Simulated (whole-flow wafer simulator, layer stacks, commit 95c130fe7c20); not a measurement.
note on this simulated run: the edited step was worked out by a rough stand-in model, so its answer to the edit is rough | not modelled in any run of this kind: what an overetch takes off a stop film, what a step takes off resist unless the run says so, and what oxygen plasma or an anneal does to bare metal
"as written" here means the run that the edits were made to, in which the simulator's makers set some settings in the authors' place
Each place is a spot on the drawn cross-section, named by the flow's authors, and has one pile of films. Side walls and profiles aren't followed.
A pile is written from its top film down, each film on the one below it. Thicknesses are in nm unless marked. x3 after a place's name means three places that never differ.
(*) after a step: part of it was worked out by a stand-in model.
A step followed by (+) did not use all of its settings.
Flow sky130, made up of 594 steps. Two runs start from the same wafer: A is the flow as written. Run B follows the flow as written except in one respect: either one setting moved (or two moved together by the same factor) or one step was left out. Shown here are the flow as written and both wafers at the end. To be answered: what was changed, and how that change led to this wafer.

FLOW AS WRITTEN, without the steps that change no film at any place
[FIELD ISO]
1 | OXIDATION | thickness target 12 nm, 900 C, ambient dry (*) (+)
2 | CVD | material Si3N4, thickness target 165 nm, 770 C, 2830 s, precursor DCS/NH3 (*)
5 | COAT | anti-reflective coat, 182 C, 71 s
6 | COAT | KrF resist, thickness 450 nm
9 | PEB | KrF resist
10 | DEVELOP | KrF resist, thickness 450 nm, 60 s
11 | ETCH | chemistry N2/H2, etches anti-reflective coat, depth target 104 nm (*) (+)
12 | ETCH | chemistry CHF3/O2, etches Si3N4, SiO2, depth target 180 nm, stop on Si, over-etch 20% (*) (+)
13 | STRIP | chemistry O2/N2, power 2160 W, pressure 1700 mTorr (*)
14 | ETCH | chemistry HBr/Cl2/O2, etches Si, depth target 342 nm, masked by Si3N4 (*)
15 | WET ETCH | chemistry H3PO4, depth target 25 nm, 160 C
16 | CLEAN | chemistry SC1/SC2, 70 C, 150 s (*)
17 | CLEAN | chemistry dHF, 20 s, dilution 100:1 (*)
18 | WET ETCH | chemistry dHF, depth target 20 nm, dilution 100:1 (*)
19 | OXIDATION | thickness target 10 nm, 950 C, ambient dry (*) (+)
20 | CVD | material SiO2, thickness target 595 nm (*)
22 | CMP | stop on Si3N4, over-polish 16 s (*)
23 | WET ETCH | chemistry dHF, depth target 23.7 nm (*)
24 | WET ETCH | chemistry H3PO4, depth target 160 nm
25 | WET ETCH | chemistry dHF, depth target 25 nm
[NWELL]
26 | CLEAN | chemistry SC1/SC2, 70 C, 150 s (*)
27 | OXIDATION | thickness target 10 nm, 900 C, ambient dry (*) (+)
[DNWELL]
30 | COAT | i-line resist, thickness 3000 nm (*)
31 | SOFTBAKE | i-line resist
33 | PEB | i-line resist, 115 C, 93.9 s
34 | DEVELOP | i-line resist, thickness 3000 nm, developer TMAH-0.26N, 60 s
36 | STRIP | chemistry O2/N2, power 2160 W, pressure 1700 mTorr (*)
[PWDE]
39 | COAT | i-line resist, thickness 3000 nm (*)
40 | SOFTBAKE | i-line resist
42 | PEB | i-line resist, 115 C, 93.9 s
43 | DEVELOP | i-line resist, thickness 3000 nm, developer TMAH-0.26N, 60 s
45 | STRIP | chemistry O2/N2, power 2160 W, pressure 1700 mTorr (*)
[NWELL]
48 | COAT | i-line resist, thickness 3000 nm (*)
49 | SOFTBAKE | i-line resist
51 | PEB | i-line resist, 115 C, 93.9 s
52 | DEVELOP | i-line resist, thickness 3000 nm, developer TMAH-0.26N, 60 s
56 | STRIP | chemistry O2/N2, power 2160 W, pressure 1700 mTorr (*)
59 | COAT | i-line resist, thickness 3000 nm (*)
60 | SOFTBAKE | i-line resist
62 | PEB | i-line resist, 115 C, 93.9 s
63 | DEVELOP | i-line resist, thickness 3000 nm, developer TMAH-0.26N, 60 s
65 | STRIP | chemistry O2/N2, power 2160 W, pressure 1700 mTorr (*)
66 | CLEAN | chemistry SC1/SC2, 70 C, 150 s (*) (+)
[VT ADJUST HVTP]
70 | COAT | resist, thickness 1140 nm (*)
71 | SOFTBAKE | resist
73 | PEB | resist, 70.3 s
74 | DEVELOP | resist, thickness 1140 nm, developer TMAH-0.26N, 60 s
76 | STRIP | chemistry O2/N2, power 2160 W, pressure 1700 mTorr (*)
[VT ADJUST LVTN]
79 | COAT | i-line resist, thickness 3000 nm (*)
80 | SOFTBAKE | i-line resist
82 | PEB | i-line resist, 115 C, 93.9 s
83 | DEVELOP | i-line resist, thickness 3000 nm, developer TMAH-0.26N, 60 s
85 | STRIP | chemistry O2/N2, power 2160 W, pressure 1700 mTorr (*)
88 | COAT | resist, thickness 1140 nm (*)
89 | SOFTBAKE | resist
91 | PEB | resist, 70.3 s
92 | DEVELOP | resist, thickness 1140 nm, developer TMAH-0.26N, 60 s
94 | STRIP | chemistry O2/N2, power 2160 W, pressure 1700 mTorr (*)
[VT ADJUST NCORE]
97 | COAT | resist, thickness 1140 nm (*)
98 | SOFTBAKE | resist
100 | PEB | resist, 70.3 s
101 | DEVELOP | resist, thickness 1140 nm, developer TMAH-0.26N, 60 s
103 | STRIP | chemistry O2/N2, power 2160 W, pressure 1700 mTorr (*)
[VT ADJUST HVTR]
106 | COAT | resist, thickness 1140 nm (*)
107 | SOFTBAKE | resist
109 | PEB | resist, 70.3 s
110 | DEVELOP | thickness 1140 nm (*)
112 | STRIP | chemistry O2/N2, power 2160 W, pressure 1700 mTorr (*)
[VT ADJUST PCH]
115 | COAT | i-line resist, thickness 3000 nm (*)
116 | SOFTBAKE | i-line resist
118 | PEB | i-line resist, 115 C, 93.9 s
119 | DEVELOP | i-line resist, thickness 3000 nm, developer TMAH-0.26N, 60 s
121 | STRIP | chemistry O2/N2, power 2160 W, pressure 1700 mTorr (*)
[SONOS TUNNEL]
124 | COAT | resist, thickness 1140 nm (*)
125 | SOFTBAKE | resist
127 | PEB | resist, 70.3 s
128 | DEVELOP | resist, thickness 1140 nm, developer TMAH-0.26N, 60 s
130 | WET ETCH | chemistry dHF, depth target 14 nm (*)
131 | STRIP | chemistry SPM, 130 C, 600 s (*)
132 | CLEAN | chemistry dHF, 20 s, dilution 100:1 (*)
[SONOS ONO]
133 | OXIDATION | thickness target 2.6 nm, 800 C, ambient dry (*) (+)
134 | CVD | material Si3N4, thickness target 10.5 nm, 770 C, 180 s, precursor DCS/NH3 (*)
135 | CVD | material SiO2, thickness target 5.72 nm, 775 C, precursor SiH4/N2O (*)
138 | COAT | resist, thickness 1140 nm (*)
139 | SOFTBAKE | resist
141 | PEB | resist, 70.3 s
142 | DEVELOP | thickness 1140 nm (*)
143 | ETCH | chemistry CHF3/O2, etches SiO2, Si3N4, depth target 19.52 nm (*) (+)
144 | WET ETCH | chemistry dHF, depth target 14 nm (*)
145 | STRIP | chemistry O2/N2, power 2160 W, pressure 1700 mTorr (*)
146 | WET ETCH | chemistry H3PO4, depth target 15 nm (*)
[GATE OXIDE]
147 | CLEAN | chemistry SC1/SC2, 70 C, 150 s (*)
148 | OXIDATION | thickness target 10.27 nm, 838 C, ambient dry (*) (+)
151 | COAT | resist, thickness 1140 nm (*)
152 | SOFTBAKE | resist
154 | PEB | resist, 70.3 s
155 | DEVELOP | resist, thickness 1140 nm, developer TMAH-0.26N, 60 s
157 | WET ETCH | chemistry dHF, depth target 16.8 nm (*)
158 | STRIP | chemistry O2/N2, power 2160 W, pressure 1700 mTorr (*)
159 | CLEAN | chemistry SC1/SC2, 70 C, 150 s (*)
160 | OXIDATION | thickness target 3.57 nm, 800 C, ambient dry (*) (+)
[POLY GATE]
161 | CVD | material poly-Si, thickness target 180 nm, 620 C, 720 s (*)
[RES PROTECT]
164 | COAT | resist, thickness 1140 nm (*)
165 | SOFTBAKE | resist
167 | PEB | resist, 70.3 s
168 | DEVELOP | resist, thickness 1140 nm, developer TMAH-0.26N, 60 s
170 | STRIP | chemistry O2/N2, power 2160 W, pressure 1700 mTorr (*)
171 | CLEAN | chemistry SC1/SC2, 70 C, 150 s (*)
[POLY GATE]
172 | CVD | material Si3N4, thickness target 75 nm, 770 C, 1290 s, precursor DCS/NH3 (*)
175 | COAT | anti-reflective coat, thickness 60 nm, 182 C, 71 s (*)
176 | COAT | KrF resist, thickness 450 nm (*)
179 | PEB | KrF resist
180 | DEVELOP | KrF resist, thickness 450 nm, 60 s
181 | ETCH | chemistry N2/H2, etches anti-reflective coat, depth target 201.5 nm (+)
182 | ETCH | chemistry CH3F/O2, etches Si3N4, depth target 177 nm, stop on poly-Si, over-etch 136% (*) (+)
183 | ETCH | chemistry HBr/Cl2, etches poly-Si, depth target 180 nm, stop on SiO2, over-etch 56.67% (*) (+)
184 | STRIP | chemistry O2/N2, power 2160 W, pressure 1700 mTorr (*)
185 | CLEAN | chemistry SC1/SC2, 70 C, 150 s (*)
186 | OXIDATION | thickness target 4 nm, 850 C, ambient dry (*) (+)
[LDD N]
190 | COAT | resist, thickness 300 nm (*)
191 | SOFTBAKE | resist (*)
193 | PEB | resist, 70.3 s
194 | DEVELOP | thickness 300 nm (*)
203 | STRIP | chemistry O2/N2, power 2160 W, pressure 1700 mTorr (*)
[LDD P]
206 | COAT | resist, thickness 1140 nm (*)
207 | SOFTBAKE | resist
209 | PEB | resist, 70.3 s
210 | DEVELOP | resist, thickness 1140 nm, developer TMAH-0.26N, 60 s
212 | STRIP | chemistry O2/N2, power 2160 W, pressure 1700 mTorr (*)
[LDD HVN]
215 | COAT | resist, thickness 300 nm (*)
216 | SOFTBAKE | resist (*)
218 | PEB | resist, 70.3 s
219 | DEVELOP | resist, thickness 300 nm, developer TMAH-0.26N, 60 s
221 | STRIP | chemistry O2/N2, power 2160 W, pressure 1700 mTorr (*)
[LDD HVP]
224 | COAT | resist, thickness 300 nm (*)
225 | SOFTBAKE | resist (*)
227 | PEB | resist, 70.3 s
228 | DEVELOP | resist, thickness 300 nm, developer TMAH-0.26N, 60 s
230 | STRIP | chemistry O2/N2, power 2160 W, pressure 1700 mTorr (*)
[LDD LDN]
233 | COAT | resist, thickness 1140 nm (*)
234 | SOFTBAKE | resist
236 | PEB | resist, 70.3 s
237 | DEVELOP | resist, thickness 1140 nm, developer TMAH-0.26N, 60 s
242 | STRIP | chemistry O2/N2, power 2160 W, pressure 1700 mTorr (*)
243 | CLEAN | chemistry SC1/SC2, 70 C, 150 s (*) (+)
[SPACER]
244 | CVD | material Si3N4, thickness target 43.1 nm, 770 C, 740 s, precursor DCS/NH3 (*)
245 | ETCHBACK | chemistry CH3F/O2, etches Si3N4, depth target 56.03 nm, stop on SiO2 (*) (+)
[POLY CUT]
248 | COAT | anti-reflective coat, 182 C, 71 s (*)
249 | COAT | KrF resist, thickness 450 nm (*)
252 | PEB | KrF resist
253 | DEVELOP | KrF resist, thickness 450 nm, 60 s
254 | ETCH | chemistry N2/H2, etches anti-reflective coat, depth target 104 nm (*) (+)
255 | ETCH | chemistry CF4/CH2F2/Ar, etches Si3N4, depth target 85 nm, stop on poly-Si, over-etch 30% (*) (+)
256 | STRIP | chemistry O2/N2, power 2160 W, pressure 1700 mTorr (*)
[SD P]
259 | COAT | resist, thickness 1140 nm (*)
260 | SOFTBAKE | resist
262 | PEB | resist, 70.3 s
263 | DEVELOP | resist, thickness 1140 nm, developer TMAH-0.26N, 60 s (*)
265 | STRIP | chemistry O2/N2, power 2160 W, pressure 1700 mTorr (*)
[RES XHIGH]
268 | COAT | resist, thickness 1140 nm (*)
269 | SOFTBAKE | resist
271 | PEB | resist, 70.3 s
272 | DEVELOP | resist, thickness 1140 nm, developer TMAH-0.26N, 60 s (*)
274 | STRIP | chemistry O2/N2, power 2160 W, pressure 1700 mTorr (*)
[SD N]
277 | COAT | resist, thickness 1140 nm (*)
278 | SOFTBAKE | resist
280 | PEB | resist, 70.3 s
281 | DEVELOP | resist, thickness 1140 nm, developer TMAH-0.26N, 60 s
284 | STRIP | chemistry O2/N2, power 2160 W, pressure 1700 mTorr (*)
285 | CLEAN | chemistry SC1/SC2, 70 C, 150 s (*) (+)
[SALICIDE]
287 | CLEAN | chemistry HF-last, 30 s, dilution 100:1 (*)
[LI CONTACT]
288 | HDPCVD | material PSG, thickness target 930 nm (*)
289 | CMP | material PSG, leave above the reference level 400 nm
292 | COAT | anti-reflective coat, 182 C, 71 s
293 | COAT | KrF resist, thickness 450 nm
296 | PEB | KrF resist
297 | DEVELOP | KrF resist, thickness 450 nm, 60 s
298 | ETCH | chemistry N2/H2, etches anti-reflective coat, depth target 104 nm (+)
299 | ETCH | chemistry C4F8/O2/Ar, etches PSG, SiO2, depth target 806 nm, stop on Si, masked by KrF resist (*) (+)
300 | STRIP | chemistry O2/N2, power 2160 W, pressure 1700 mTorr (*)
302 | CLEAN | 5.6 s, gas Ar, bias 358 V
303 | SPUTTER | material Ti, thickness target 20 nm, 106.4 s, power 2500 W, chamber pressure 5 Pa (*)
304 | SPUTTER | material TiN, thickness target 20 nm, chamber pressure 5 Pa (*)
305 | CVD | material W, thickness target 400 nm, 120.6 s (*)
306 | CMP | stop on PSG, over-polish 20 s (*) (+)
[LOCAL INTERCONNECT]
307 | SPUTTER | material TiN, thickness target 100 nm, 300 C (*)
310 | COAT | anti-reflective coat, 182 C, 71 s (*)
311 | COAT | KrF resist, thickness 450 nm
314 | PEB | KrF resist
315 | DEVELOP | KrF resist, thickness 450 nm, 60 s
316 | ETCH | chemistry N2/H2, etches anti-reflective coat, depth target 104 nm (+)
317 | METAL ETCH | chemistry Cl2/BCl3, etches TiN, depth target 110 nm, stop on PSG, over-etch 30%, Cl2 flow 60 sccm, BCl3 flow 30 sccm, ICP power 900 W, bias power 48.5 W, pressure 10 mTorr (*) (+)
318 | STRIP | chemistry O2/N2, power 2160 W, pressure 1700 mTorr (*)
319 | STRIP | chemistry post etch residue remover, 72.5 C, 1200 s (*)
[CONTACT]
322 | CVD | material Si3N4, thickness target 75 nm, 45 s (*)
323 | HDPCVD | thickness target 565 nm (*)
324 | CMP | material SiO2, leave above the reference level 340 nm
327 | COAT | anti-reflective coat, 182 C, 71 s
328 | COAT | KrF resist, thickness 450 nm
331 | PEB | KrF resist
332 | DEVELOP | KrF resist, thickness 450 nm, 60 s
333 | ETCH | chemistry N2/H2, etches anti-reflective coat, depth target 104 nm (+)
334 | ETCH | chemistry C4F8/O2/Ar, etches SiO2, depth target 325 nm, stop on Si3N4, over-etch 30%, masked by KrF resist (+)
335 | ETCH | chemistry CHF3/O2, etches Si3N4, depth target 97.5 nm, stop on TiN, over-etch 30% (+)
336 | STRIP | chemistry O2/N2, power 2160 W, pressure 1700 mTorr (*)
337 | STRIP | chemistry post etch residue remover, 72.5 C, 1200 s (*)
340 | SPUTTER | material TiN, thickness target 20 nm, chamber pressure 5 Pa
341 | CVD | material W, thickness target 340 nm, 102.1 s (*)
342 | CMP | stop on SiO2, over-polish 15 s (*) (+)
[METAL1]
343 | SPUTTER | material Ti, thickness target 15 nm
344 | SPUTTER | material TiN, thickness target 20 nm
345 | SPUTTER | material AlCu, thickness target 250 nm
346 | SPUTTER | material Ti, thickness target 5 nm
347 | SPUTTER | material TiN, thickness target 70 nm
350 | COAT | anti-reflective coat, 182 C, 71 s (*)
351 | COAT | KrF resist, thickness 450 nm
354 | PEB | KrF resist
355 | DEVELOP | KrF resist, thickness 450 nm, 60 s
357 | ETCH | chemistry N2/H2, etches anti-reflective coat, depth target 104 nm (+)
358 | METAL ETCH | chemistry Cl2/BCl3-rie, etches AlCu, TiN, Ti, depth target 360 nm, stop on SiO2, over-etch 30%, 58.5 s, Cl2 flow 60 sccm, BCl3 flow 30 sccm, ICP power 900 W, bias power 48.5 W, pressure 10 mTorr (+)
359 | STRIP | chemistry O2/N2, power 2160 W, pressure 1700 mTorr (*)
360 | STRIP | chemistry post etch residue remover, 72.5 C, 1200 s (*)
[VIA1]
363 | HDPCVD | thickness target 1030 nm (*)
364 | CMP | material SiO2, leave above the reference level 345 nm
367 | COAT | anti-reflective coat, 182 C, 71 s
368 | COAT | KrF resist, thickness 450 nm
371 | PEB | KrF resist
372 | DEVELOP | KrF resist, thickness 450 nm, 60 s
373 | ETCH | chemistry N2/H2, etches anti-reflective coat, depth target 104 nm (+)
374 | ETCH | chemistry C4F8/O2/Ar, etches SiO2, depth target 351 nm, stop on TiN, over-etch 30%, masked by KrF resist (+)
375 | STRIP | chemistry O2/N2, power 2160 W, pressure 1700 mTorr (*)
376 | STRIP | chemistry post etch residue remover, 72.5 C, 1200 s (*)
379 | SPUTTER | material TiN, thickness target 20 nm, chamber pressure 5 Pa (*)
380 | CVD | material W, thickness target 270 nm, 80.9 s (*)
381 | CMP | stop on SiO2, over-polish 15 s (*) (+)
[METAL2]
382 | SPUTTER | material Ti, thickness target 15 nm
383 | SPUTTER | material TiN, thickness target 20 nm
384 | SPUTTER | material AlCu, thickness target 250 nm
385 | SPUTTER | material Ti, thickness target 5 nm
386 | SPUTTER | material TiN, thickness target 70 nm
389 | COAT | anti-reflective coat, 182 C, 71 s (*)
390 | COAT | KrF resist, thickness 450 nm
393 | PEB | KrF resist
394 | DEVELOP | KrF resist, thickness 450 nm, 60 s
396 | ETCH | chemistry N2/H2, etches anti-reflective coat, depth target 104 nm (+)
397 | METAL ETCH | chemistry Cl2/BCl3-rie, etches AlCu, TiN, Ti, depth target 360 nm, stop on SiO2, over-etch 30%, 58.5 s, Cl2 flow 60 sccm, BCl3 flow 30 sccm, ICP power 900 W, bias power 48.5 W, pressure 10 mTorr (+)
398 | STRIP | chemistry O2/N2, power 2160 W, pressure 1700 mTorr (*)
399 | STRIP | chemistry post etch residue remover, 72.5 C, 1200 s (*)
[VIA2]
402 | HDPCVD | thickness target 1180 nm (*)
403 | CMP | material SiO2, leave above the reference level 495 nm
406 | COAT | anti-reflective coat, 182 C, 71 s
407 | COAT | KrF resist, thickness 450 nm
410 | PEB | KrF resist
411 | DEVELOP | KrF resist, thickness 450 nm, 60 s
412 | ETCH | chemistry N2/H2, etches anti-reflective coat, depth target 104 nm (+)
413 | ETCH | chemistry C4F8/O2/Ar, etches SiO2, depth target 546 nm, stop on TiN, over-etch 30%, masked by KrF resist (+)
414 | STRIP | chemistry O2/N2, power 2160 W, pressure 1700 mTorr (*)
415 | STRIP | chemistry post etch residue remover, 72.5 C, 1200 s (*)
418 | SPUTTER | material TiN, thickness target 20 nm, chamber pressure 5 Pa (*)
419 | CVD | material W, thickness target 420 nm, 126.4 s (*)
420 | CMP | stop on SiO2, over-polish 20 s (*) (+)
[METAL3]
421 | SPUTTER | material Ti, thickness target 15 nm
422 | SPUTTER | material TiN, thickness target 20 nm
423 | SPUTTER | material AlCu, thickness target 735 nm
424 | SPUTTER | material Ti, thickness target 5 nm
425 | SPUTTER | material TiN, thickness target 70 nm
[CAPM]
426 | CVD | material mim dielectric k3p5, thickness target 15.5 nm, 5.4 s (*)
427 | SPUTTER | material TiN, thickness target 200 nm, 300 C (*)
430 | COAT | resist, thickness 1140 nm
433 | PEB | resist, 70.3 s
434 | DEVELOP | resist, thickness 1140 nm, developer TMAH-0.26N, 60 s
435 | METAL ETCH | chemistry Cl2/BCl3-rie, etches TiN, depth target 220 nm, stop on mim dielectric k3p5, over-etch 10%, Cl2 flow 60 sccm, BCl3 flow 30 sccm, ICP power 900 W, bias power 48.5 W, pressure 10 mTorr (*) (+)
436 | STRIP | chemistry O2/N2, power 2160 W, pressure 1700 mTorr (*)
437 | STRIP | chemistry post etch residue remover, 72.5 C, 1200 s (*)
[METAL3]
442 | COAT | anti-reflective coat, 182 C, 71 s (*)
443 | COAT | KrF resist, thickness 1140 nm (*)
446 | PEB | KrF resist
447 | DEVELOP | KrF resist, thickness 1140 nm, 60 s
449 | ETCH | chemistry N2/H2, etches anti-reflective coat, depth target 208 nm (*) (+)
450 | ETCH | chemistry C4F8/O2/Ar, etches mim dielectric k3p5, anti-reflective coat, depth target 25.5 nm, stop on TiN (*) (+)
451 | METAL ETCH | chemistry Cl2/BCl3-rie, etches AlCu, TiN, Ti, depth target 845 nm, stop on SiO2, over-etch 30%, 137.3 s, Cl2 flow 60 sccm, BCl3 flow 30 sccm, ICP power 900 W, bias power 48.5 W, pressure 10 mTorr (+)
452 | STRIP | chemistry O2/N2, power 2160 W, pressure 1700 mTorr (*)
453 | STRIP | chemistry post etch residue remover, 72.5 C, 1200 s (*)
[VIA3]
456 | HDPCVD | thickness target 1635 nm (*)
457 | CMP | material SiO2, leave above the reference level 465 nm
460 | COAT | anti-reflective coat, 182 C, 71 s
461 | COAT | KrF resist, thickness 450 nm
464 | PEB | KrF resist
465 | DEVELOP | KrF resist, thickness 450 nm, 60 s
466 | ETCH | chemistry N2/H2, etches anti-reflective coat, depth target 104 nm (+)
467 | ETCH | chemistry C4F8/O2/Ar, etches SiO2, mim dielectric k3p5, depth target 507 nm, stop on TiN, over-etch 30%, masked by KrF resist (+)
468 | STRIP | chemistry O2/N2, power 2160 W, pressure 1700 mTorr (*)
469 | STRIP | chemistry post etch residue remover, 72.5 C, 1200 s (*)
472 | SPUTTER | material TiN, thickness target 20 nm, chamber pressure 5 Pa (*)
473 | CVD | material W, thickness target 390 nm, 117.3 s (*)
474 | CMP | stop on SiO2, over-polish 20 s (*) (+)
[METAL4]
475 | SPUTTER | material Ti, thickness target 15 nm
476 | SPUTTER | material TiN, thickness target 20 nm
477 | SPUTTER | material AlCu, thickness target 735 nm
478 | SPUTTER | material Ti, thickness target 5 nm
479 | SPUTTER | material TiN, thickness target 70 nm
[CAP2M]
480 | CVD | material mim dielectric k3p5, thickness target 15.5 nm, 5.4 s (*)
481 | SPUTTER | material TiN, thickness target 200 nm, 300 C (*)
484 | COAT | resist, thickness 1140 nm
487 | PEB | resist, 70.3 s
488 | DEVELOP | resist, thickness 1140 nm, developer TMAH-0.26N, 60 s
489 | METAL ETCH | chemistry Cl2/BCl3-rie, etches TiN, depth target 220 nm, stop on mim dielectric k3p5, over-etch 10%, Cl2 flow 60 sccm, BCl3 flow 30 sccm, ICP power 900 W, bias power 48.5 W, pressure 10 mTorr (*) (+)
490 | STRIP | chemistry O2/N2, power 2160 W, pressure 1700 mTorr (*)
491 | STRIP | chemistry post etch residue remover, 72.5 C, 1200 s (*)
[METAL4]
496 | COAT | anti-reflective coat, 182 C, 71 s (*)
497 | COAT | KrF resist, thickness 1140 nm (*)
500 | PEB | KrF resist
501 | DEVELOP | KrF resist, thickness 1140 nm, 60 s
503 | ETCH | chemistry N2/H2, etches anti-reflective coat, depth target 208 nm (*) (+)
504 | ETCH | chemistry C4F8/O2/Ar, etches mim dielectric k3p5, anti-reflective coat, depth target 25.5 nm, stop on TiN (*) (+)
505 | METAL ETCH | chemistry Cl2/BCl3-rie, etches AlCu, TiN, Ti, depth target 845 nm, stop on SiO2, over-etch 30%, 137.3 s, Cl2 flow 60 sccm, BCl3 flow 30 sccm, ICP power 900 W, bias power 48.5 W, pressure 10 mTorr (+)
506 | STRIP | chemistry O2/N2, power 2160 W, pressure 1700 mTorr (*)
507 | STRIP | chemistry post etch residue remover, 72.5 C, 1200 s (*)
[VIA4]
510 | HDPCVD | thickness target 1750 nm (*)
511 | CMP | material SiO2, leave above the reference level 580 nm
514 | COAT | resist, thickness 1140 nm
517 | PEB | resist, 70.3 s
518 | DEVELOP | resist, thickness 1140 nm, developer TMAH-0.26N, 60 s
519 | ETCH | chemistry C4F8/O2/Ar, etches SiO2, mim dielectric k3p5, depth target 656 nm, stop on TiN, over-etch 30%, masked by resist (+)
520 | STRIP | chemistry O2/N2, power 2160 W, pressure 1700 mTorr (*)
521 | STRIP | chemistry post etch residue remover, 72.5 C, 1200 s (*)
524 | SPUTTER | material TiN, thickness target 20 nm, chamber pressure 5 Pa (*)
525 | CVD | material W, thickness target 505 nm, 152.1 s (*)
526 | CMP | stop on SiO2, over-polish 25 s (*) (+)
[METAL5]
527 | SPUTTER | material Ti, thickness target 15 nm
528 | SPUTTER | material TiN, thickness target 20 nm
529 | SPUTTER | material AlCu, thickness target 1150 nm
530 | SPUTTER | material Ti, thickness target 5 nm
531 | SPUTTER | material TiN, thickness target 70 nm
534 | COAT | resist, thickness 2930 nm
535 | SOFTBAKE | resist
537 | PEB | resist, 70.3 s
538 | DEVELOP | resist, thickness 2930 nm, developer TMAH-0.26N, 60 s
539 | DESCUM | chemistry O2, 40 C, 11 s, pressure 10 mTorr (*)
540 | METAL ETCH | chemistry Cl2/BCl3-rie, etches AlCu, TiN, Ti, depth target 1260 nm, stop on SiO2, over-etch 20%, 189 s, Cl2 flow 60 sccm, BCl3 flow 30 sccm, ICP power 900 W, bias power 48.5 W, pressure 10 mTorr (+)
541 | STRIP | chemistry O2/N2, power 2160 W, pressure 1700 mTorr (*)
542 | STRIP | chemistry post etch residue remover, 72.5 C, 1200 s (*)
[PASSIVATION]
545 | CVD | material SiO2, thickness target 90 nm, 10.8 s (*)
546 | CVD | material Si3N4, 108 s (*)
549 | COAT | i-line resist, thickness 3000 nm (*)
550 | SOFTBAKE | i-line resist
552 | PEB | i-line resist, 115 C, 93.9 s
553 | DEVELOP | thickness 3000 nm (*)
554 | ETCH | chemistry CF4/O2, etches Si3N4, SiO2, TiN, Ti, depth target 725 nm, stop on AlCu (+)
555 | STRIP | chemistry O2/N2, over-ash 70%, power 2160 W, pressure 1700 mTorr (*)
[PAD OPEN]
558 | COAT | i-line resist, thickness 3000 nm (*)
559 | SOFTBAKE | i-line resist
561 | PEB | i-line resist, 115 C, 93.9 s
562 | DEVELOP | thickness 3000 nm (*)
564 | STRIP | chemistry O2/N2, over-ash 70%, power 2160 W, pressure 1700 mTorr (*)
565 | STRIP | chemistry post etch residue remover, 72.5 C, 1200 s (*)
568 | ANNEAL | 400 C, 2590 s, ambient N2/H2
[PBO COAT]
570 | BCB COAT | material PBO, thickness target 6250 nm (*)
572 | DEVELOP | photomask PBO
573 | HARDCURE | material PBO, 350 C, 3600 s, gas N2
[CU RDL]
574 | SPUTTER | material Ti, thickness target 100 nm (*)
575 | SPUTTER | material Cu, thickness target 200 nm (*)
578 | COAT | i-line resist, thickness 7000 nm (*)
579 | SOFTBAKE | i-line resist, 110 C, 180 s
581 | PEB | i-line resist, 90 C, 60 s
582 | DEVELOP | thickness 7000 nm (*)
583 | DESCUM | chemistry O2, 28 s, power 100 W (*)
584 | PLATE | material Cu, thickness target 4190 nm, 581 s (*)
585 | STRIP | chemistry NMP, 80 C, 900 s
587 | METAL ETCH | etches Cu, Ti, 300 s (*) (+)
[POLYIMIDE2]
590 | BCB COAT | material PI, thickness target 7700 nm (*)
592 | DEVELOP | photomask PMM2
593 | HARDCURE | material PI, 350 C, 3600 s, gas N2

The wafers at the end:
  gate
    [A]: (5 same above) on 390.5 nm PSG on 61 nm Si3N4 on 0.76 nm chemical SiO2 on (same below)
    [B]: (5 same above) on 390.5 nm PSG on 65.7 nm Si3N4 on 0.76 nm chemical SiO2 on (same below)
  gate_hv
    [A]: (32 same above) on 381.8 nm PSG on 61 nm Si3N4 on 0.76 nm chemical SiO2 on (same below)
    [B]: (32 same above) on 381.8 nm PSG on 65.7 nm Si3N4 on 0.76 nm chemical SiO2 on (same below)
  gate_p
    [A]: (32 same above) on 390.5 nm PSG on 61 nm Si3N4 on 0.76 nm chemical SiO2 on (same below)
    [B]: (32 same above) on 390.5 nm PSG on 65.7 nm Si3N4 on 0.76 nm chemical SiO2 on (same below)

Cause: step 244, CVD: thickness target 47.8 nm was run, though the flow has thickness target 43.1 nm; step 244, CVD: 821 s was run, where the flow has 740 s.

Step by step, how the change led to this:
  244 | CVD | material Si3N4, thickness target 43.1 nm, 770 C, 740 s, precursor DCS/NH3 (*)
      field, active, p_well and 101 more: A Si3N4 gains 43.1 (new film) | B Si3N4 gains 47.8 (new film)
      n_well, gate, gate_hv and 74 more: A Si3N4 gains 43.1 | B Si3N4 gains 47.8
  245 | ETCHBACK | chemistry CH3F/O2, etches Si3N4, depth target 56.03 nm, stop on SiO2 (*) (+)
      field, active, p_well and 101 more: A Si3N4 loses 43.1 (all of it), SiO2 loses 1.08 | B Si3N4 loses 47.8 (all of it), SiO2 loses 0.69
  248 | COAT | anti-reflective coat, 182 C, 71 s (*)
      m1: A anti-reflective coat gains 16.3 (new film) | B anti-reflective coat gains 15.1 (new film)
      mim: A anti-reflective coat gains 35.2 (new film) | B anti-reflective coat gains 33.7 (new film)
      (and at 31 other places as well)
  254 | ETCH | chemistry N2/H2, etches anti-reflective coat, depth target 104 nm (*) (+)
      rxpo_ln: A anti-reflective coat loses 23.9 (all of it), Si3N4 loses 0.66 | B anti-reflective coat loses 25.4 (all of it), Si3N4 loses 0.64
  255 | ETCH | chemistry CF4/CH2F2/Ar, etches Si3N4, depth target 85 nm, stop on poly-Si, over-etch 30% (*) (+)
      field, active, n_well and 180 more: A KrF resist loses 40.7 | B KrF resist loses 42.5
      rpo_wd, rxpo_wd: A Si3N4 loses 61.6 (all of it), chemical SiO2 loses 0.75 (all of it) | B Si3N4 loses 66.3 (all of it), chemical SiO2 loses 0.75 (all of it)
      (and at 5 other places as well)
  256 | STRIP | chemistry O2/N2, power 2160 W, pressure 1700 mTorr (*)
      n_well: A KrF resist loses 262 (all of it), anti-reflective coat loses 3 (all of it) | B KrF resist loses 256.4 (all of it), anti-reflective coat loses 3 (all of it)
      m1: A KrF resist loses 287.2 (all of it), anti-reflective coat loses 16.3 (all of it) | B KrF resist loses 284.4 (all of it), anti-reflective coat loses 15.1 (all of it)
      (and at 33 other places as well)
  260 | SOFTBAKE | resist
      field_nw: A resist gains 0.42 | B resist gains 1.6
  269 | SOFTBAKE | resist
      field_nw: A resist gains 0.42 | B resist gains 1.6
  278 | SOFTBAKE | resist
      field_nw: A resist gains 0.42 | B resist gains 1.6
  306 | CMP | stop on PSG, over-polish 20 s (*) (+)
      poly_licon: A W loses 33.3 | B W loses 28.6
